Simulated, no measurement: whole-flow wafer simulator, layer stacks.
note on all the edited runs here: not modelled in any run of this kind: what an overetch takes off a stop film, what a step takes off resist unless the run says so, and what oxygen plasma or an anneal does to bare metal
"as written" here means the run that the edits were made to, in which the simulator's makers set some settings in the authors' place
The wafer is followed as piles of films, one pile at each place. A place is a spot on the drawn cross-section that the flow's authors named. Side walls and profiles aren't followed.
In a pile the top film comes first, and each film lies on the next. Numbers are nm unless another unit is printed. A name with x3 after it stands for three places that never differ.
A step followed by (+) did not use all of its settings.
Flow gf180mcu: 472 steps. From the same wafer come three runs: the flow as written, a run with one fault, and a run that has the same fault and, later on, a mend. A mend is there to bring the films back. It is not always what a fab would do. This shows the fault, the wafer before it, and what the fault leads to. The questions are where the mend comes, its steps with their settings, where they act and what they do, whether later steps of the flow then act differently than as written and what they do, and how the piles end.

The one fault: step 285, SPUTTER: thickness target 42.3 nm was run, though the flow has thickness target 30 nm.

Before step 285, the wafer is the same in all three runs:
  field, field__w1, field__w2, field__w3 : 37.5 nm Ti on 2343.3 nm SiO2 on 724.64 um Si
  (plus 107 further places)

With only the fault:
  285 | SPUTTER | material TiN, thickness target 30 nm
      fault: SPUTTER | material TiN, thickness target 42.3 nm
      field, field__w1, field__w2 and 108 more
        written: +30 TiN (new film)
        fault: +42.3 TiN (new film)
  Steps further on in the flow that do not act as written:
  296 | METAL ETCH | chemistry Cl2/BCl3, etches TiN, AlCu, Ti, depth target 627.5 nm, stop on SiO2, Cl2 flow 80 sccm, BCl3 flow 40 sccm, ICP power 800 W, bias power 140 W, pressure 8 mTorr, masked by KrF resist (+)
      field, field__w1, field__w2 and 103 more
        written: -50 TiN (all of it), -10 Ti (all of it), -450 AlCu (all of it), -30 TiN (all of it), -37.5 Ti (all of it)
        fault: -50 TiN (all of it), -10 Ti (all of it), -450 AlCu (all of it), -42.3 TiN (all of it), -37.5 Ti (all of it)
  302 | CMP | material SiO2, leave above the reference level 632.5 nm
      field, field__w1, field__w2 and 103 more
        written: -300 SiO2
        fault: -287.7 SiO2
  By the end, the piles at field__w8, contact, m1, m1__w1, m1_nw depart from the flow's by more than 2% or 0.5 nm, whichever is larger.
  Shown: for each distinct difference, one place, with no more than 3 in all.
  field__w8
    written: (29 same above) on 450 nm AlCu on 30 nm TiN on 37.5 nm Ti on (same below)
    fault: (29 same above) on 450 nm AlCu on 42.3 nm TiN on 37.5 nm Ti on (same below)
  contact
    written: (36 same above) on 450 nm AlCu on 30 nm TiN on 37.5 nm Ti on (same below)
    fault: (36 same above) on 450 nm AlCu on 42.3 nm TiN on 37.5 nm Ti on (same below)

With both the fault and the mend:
  After step 285 comes the mend.
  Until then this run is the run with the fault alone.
  285a | METAL ETCH | chemistry Cl2/BCl3, etches TiN, AlCu, Ti, depth target 12.3 nm, Cl2 flow 80 sccm, BCl3 flow 40 sccm, ICP power 800 W, bias power 140 W, pressure 8 mTorr (the flow's step 260, run once more with other settings)
      field, field__w1, field__w2 and 108 more
        -12.3 TiN
  Every later step of the flow that is run acts as written at every place that is followed.
  At every place that both follow, the piles at the end match the flow's.
